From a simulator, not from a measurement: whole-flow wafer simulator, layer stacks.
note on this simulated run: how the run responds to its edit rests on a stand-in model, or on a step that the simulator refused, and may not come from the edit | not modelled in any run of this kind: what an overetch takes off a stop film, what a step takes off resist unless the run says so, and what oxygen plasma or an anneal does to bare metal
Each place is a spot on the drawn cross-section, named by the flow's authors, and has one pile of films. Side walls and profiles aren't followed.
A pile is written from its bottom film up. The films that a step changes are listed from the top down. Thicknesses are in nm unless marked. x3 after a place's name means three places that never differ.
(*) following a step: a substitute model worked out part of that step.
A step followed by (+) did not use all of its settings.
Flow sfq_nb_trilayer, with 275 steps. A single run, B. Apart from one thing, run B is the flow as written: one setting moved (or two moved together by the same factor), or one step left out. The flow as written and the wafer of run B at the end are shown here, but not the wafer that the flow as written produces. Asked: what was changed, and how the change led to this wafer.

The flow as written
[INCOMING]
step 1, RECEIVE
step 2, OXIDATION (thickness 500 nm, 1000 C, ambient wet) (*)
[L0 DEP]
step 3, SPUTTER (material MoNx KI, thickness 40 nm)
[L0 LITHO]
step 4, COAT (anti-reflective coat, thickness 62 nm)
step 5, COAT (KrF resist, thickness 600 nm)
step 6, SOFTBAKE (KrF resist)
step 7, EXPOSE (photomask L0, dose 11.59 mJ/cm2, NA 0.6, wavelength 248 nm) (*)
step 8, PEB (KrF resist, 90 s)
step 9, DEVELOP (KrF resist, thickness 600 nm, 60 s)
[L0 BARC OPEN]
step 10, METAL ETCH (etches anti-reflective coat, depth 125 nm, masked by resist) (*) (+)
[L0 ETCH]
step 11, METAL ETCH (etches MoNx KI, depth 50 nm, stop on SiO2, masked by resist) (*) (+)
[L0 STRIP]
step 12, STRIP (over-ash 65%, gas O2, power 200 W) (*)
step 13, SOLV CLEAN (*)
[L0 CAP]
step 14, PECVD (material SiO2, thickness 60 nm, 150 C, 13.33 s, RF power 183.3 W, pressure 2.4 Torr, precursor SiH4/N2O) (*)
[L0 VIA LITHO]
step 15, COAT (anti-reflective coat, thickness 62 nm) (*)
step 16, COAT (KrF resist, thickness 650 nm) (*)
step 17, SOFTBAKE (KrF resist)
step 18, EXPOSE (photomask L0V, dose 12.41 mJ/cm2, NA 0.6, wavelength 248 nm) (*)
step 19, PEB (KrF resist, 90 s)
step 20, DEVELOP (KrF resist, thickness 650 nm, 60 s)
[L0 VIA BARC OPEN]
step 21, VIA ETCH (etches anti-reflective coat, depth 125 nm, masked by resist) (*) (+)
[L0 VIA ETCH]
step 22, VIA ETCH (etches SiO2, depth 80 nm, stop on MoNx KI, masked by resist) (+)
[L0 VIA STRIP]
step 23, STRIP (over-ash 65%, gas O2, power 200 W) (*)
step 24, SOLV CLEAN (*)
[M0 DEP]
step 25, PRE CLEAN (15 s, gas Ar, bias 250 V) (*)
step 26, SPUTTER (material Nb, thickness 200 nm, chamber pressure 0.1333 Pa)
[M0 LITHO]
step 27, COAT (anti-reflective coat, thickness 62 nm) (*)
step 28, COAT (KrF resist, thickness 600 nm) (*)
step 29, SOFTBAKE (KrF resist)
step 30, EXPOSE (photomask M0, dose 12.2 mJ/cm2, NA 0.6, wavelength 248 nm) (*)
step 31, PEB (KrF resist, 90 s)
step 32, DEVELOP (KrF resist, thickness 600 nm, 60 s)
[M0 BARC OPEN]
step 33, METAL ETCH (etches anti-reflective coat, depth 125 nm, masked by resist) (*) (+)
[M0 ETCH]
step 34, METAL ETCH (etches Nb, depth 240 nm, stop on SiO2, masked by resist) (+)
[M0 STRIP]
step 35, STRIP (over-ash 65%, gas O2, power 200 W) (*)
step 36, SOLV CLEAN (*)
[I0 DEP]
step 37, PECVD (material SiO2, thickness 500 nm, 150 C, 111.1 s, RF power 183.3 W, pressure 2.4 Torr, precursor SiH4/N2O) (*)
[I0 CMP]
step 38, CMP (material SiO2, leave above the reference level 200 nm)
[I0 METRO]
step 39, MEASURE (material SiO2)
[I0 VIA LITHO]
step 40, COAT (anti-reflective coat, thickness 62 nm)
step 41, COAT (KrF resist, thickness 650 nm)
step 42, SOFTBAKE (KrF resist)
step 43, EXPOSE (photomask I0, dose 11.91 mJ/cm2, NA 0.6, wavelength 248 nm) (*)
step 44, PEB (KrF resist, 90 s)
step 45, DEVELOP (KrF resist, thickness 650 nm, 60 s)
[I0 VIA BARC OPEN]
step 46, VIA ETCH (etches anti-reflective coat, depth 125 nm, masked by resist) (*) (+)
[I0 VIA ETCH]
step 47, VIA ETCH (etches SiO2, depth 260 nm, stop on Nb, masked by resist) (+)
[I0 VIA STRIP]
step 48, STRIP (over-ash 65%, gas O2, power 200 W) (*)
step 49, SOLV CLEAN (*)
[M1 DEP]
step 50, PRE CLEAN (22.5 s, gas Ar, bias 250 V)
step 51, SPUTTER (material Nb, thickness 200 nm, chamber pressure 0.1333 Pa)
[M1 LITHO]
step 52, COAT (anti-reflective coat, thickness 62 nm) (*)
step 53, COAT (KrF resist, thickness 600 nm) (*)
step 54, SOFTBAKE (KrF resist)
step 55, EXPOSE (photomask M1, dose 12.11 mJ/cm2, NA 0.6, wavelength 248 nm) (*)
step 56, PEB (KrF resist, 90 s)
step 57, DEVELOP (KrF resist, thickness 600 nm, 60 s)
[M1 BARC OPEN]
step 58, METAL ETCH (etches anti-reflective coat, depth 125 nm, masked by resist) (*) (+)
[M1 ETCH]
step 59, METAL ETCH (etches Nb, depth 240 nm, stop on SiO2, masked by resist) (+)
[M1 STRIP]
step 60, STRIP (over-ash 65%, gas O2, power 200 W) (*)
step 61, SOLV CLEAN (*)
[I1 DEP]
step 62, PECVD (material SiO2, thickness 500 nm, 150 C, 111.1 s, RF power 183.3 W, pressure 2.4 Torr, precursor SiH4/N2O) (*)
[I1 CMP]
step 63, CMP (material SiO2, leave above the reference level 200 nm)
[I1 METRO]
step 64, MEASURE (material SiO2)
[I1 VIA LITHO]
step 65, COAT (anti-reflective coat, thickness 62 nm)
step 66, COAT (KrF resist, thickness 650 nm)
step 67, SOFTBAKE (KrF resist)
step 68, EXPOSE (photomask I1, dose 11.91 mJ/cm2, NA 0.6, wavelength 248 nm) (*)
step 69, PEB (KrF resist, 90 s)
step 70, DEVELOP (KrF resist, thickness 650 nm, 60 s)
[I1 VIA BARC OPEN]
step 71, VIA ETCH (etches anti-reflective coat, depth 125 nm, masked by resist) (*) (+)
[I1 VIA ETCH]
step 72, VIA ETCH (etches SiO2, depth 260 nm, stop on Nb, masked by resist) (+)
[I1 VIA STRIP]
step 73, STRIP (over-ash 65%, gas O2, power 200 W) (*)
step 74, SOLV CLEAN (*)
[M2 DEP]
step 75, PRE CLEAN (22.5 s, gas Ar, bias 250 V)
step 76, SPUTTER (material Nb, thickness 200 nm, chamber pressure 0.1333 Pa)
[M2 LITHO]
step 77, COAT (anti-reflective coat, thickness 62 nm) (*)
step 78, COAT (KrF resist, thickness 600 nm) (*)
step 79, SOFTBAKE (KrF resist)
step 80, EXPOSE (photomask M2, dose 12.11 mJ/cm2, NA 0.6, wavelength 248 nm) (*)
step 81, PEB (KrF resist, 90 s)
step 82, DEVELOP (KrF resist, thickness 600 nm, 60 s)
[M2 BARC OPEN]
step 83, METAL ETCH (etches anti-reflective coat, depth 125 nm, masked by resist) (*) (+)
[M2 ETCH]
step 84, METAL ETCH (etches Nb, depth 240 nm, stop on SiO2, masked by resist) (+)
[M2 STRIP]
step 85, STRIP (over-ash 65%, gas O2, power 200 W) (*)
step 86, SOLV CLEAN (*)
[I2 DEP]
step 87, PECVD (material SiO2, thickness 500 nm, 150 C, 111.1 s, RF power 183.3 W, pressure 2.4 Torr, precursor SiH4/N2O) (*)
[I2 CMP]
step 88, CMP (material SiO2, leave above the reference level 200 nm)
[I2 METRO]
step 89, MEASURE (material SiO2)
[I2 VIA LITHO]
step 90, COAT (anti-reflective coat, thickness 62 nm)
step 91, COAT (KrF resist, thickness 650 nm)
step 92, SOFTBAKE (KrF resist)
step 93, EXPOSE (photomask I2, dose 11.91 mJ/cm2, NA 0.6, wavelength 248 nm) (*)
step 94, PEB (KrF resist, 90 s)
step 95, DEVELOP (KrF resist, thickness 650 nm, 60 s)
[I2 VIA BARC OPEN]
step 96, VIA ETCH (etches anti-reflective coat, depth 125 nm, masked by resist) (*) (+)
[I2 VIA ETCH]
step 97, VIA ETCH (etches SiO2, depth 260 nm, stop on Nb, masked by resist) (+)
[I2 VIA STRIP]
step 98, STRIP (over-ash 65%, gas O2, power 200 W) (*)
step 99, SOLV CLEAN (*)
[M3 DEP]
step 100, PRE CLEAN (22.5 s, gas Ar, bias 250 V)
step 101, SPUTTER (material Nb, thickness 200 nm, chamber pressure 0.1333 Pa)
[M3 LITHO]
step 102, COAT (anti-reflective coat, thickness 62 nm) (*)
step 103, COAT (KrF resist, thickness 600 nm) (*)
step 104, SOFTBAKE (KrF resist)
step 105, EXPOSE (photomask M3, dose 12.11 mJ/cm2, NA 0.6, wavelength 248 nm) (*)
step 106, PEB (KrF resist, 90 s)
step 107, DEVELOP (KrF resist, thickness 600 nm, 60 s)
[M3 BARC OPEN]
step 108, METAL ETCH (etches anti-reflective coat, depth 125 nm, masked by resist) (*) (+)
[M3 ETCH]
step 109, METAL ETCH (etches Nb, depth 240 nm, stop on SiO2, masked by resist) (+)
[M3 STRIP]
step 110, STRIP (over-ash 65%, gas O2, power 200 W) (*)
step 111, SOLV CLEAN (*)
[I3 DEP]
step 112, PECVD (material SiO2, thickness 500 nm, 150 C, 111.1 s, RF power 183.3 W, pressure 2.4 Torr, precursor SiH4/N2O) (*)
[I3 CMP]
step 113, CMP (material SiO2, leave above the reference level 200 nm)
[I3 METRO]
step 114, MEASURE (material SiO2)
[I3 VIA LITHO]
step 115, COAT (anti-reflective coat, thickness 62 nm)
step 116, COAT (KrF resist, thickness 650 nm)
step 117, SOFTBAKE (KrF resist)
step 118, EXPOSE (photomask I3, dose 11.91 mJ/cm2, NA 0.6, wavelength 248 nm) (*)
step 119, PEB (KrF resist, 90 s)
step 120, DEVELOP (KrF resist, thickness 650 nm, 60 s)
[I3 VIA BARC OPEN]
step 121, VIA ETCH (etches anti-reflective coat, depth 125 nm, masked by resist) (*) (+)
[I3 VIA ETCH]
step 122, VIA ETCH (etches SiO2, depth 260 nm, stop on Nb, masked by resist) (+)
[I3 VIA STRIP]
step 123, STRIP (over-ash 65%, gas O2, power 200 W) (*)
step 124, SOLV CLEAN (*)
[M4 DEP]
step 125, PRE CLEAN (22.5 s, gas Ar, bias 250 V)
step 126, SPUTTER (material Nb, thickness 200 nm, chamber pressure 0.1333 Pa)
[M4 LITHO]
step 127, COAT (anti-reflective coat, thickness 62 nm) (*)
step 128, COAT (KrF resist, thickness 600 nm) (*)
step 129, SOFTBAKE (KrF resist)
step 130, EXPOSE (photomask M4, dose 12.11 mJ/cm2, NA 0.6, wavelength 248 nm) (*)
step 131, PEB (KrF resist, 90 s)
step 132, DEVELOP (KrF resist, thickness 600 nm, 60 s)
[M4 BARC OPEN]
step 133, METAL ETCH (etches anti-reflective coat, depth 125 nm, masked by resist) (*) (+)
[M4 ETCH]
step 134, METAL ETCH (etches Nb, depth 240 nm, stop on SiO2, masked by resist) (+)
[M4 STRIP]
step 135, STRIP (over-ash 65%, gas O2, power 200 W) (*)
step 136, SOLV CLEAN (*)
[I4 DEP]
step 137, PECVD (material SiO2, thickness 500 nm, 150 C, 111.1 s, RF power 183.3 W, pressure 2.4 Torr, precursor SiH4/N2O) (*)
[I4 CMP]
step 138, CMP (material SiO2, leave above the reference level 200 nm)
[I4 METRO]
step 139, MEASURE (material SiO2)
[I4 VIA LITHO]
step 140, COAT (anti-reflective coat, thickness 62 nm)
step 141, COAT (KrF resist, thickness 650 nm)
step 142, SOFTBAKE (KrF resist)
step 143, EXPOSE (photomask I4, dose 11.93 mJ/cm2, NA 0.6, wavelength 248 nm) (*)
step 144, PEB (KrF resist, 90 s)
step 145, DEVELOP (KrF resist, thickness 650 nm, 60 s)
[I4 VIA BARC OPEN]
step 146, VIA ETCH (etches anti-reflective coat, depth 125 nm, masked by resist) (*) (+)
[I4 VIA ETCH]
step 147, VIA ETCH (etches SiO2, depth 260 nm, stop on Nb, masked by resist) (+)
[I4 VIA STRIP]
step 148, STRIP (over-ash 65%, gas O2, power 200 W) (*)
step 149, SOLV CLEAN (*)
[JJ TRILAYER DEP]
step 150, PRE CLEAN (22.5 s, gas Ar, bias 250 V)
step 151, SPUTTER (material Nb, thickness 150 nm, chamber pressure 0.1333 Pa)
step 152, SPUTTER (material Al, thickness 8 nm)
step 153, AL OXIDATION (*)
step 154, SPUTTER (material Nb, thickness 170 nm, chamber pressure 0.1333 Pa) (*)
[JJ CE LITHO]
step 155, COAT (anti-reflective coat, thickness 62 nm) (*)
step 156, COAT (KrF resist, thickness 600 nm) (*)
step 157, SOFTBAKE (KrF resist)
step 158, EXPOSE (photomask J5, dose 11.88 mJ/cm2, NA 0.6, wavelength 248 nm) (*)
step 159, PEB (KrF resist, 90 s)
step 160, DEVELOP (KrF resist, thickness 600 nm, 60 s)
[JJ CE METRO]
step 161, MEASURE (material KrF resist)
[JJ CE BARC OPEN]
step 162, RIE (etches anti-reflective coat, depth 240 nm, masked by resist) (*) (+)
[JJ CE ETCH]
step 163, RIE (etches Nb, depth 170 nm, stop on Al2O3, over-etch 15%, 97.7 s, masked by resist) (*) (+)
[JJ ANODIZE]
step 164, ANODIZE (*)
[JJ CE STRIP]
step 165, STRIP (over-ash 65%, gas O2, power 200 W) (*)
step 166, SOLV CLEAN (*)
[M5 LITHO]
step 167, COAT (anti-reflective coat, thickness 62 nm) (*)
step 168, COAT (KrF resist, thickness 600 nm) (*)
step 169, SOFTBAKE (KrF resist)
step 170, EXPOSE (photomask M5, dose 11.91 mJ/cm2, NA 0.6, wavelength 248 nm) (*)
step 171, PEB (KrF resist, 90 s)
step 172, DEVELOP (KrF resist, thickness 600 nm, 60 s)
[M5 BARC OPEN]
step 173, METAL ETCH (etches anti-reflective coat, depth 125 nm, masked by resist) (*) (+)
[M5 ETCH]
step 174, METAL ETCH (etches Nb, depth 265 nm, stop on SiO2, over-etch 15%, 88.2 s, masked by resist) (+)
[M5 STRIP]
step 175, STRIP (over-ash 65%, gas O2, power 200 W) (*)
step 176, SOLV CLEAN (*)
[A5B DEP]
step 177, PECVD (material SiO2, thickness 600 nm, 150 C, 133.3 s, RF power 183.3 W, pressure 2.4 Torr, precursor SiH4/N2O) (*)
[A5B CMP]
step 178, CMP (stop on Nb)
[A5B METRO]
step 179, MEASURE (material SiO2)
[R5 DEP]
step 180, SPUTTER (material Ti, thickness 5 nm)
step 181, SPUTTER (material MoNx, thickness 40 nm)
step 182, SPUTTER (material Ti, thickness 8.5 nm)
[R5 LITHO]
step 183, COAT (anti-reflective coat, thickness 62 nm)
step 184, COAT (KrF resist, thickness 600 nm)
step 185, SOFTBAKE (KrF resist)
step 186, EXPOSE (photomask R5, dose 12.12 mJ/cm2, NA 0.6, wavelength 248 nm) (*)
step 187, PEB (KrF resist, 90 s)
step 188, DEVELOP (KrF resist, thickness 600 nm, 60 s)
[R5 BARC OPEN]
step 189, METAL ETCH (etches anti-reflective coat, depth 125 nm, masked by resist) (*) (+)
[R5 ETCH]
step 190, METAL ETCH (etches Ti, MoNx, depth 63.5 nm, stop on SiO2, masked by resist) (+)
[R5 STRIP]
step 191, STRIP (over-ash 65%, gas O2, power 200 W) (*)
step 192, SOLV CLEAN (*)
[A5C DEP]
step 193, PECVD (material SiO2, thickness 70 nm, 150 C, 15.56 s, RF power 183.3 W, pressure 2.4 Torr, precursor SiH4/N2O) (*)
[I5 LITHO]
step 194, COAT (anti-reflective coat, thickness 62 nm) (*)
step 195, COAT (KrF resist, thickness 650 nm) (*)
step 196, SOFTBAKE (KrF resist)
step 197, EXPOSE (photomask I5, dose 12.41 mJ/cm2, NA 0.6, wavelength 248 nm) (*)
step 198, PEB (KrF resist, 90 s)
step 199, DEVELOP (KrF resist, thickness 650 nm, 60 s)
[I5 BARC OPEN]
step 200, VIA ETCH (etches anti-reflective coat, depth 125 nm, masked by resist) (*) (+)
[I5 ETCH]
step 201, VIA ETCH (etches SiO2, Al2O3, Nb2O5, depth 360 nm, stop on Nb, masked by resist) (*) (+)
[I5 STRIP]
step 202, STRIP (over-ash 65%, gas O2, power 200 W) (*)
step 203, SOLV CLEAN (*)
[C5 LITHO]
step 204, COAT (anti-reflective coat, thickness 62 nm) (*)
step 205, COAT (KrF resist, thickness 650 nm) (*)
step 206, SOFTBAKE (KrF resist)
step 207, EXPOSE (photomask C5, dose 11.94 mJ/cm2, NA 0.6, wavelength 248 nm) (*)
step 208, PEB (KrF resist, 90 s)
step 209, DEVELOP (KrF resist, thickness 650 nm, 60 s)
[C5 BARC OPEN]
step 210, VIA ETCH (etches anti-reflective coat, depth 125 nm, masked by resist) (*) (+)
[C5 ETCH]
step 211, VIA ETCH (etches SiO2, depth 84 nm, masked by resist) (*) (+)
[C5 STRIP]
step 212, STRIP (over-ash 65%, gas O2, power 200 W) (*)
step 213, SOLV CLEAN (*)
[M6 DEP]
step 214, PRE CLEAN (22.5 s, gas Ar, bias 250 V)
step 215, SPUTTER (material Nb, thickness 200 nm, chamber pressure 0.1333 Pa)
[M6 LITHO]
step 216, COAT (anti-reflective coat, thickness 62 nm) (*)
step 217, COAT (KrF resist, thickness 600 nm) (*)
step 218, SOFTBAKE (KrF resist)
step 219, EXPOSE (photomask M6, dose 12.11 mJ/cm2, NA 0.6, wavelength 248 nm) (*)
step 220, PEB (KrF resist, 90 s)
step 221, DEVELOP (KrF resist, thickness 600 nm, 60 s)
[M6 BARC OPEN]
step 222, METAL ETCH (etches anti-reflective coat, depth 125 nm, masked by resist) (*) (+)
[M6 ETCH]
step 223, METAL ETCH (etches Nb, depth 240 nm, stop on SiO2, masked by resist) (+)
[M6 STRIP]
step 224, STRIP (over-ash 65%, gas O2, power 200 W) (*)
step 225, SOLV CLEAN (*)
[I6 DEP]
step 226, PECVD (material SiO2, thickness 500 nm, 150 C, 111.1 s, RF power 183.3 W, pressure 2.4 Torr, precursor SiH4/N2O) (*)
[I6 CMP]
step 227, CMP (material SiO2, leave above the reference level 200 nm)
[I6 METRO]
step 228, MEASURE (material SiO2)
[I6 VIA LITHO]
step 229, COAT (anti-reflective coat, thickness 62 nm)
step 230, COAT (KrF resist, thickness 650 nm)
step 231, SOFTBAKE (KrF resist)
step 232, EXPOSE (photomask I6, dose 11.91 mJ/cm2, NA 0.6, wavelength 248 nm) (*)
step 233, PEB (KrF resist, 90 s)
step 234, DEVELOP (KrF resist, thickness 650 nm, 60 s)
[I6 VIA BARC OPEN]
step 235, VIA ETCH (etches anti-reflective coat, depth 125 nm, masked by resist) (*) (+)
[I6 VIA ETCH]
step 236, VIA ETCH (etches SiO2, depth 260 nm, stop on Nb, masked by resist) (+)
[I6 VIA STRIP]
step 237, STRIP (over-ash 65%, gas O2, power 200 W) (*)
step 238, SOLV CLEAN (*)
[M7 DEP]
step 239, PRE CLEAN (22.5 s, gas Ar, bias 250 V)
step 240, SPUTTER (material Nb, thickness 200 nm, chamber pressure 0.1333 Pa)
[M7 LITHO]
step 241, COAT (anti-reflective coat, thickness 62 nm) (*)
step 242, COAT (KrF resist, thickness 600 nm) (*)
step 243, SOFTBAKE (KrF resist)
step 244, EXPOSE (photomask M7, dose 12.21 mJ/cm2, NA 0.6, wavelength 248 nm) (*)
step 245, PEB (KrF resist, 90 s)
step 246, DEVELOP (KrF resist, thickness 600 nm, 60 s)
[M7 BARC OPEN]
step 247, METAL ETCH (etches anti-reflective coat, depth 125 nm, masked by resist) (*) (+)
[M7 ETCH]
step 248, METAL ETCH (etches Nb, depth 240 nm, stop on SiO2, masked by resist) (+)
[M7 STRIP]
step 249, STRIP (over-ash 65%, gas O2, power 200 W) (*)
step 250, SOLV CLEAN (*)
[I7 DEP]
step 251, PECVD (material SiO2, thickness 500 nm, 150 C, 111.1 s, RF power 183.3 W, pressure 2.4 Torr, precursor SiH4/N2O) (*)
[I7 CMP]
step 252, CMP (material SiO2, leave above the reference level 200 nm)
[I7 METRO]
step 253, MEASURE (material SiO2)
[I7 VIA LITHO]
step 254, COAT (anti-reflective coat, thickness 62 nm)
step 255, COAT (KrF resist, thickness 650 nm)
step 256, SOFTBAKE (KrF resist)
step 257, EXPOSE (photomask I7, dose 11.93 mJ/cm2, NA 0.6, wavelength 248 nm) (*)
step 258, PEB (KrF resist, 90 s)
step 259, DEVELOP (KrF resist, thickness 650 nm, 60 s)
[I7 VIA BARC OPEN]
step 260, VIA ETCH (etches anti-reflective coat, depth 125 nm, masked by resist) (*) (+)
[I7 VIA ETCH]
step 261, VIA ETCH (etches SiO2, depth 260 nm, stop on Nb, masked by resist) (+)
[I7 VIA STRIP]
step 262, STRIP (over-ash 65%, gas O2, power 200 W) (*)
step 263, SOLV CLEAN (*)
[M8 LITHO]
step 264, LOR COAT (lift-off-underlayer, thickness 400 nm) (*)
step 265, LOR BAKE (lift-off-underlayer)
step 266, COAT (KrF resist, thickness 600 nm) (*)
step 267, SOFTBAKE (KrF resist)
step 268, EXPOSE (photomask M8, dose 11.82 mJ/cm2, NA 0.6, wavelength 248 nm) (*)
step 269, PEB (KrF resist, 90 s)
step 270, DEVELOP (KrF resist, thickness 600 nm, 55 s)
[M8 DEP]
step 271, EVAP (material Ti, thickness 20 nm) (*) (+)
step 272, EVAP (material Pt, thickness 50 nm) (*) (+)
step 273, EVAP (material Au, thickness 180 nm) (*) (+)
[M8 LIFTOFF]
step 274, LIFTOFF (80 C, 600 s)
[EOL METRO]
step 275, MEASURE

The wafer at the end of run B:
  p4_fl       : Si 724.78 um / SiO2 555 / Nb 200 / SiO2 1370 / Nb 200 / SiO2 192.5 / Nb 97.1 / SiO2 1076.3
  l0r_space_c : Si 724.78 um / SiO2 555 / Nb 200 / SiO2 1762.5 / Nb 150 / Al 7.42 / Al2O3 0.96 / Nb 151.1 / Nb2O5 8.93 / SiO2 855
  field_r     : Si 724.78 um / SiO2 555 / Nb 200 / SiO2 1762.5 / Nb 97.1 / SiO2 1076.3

The reason: step 163, RIE: etches Nb, depth 170 nm, stop on Al2O3, over-etch 15%, 97.7 s, masked by resist (*) (+), was omitted.

The path from the change to this, step by step:
  step 164, ANODIZE (*)
      field_l, v_sur, via_sp and 96 more: +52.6 Nb2O5 (new film), -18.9 Nb (in the flow as written it would be: +12.2 Al2O3, +29.9 Nb2O5 (new film), -7.42 Al (all of it), -10.8 Nb)
      via_wl, via_wr: +52.6 Nb2O5 (new film), -18.9 Nb (in the flow as written it would be: +7.52 Al2O3 (new film), +39.2 Nb2O5 (new film), -4.56 Al (all of it), -14.1 Nb)
      (and at 1 other place as well)
  step 165, STRIP (over-ash 65%, gas O2, power 200 W) (*)
      ce_l: -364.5 KrF resist (all of it), -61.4 anti-reflective coat (all of it) (in the flow as written it would be: -266.8 KrF resist (all of it), -61.4 anti-reflective coat (all of it))
      c5j: -364.6 KrF resist (all of it), -61.5 anti-reflective coat (all of it) (in the flow as written it would be: -266.9 KrF resist (all of it), -61.5 anti-reflective coat (all of it))
      (and at 2 other places as well)
  step 167, COAT (anti-reflective coat, thickness 62 nm) (*)
      wl_j_sl, wl_j_sr: +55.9 anti-reflective coat (new film) (in the flow as written it would be: +83.3 anti-reflective coat (new film))
      v_sur: +39.9 anti-reflective coat (new film) (in the flow as written it would be: +44.9 anti-reflective coat (new film))
      (and at 13 other places as well)
  step 168, COAT (KrF resist, thickness 600 nm) (*)
      via_wl: +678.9 KrF resist (new film) (in the flow as written it would be: +656 KrF resist (new film))
      via_w: +757.3 KrF resist (new film) (in the flow as written it would be: +732.6 KrF resist (new film))
      (and at 8 other places as well)
  step 172, DEVELOP (KrF resist, thickness 600 nm, 60 s)
      wl_a_sl: -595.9 KrF resist (all of it) (in the flow as written it would be: -614.3 KrF resist (all of it))
  step 173, METAL ETCH (etches anti-reflective coat, depth 125 nm, masked by resist) (*) (+)
      wl_a_sl: -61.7 anti-reflective coat (all of it) (in the flow as written it would be: -59.7 anti-reflective coat (all of it), -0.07 Al2O3)
  step 174, METAL ETCH (etches Nb, depth 265 nm, stop on SiO2, over-etch 15%, 88.2 s, masked by resist) (+)
      field_l, r_sur, res and 50 more: -52.6 Nb2O5 (all of it), -151.1 Nb (all of it), -0.96 Al2O3 (all of it), -7.42 Al (all of it), -52.9 Nb (in the flow as written it would be: -12.6 Al2O3 (all of it), -29.9 Nb2O5 (all of it), -139.2 Nb (all of it), -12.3 SiO2)
  step 175, STRIP (over-ash 65%, gas O2, power 200 W) (*)
      wl_j_sl, wl_j_sr: -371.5 KrF resist (all of it), -55.9 anti-reflective coat (all of it) (in the flow as written it would be: -378 KrF resist (all of it), -83.3 anti-reflective coat (all of it))
      v_sur: -343.3 KrF resist (all of it), -39.9 anti-reflective coat (all of it) (in the flow as written it would be: -349.2 KrF resist (all of it), -44.9 anti-reflective coat (all of it))
      (and at 12 other places as well)
  step 177, PECVD (material SiO2, thickness 600 nm, 150 C, 133.3 s, RF power 183.3 W, pressure 2.4 Torr, precursor SiH4/N2O) (*)
      field_l, p4_fl, p4_fm and 39 more: +600 SiO2 (new film) (in the flow as written it would be: +600 SiO2)
      r_sur, res, r_end, moat, field_r, lsp_l: +590.4 SiO2 (new film) (in the flow as written it would be: +592.9 SiO2)
      (and at 5 other places as well)
  step 178, CMP (stop on Nb)
      v_sur, via_sp, via_v and 43 more: -600 SiO2 (all of it), -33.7 Nb2O5 (in the flow as written it would be: -453.5 SiO2)
      field_l, p4_fl, p4_fm and 39 more: -368.7 SiO2 (in the flow as written it would be: -259.3 SiO2)
      (and at 14 other places as well)
  step 190, METAL ETCH (etches Ti, MoNx, depth 63.5 nm, stop on SiO2, masked by resist) (+)
      v_sur, via_sp, via_v and 39 more: -8.5 Ti (all of it), -40 MoNx (all of it), -5 Ti (all of it), -10 Nb2O5 (in the flow as written it would be: -8.5 Ti (all of it), -40 MoNx (all of it), -5 Ti (all of it))
  step 193, PECVD (material SiO2, thickness 70 nm, 150 C, 15.56 s, RF power 183.3 W, pressure 2.4 Torr, precursor SiH4/N2O) (*)
      v_sur, via_sp, via_v and 39 more: +70 SiO2 (new film) (in the flow as written it would be: +70 SiO2)
  step 194, COAT (anti-reflective coat, thickness 62 nm) (*)
      wl_b_m5, wl_e_m5, wl_g_m5: +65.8 anti-reflective coat (new film) (in the flow as written it would be: +62 anti-reflective coat (new film))
      m5r_line_l, m5r_line_r: +64.7 anti-reflective coat (new film) (in the flow as written it would be: +62 anti-reflective coat (new film))
      (and at 24 other places as well)
  step 201, VIA ETCH (etches SiO2, Al2O3, Nb2O5, depth 360 nm, stop on Nb, masked by resist) (*) (+)
      be: -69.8 SiO2 (all of it), -8.93 Nb2O5 (all of it) (in the flow as written it would be: -216.4 SiO2 (all of it), -12.7 Al2O3 (all of it), -29.9 Nb2O5 (all of it))
  step 202, STRIP (over-ash 65%, gas O2, power 200 W) (*)
      m5r_line_l, m5r_line_r: -335.6 KrF resist (all of it), -64.7 anti-reflective coat (all of it) (in the flow as written it would be: -333.1 KrF resist (all of it), -62 anti-reflective coat (all of it))
      m5r_space_l, m5r_space_r: -330.4 KrF resist (all of it), -60.3 anti-reflective coat (all of it) (in the flow as written it would be: -333.1 KrF resist (all of it), -62 anti-reflective coat (all of it))
      (and at 25 other places as well)
  step 204, COAT (anti-reflective coat, thickness 62 nm) (*)
      wl_b_m5, wl_e_m5, wl_g_m5: +65.8 anti-reflective coat (new film) (in the flow as written it would be: +62 anti-reflective coat (new film))
      m5r_line_l, m5r_line_r: +64.7 anti-reflective coat (new film) (in the flow as written it would be: +62 anti-reflective coat (new film))
      (and at 29 other places as well)
  ... another 9 steps ...
  step 227, CMP (material SiO2, leave above the reference level 200 nm)
      field_l, p4_fl, p4_fm and 35 more: -110 SiO2 (in the flow as written it would be: -100 SiO2)
      via_wl, via_w, via_wr, ln_m6, wl_a_m6, wl_c_m6, wl_f_m6: -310 SiO2 (in the flow as written it would be: -300 SiO2)
      (and at 23 other places as well)
With metal films that touch counted as one body, p4_fl has 3 bodies (between them, from the top down: SiO2 192.5; SiO2 1370); the flow as written gives 2 bodies (between them, from the top down: SiO2 1370).
With metal films that touch counted as one body, l0r_space_c has 3 bodies (between them, from the top down: Al2O3 0.96; SiO2 1762.5); the flow as written gives 2 bodies (between them, from the top down: SiO2 1762.5).
With metal films that touch counted as one body, field_r has 2 bodies (between them, from the top down: SiO2 1762.5); the flow as written gives 1 body.
